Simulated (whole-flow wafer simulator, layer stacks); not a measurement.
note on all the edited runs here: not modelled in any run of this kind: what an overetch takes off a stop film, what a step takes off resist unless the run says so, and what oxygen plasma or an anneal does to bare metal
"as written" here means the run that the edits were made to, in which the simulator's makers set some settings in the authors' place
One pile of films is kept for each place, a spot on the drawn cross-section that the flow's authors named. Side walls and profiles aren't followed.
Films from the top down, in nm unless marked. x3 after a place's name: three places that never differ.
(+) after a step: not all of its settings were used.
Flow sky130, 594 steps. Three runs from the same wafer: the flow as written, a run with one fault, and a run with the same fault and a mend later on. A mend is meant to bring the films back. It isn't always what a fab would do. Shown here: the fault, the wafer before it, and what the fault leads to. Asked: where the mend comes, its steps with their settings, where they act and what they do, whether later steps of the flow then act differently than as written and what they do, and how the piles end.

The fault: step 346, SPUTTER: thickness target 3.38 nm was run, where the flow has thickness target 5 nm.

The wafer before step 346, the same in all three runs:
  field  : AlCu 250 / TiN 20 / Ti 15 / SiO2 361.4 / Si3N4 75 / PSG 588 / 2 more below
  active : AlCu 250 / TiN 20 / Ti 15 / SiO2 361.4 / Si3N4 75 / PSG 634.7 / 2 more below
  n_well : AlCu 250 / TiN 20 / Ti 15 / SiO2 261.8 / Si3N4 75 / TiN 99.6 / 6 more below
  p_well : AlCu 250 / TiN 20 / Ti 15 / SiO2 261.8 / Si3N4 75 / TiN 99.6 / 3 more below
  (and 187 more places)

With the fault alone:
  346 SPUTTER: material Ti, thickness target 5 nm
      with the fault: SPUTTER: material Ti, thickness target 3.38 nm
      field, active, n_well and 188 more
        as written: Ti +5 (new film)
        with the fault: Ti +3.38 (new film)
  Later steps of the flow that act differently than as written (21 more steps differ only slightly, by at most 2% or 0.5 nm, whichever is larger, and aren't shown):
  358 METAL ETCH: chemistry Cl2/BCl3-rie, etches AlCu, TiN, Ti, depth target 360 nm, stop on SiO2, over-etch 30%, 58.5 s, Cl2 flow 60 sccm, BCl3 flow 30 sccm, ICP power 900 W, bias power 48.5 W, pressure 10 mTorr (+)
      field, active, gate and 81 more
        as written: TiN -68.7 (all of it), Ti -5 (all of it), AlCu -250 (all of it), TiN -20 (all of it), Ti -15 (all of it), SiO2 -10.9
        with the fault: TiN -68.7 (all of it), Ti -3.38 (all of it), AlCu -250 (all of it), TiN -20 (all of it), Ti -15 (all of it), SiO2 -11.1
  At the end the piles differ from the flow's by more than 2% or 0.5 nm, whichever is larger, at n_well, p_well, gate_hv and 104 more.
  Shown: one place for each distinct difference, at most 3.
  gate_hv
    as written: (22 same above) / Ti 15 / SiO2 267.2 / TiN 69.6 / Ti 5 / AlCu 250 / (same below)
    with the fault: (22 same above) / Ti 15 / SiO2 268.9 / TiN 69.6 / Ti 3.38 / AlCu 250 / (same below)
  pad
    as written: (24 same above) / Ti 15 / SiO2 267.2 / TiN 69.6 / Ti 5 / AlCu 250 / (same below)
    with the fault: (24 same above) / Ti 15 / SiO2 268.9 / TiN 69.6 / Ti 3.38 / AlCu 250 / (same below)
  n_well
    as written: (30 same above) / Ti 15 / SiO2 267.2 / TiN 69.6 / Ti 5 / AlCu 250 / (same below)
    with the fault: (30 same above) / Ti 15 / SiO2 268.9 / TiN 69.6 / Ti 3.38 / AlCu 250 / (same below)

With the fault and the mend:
  The mend comes after step 346.
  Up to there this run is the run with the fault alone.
  346a SPUTTER: material Ti, thickness target 1.62 nm (the flow's step 346 once more, with other settings)
      field, active, n_well and 188 more
        Ti +1.62
  No later step of the flow acts differently than as written at any place that is followed.
  At the end the piles are the same as the flow's at every place that both follow.
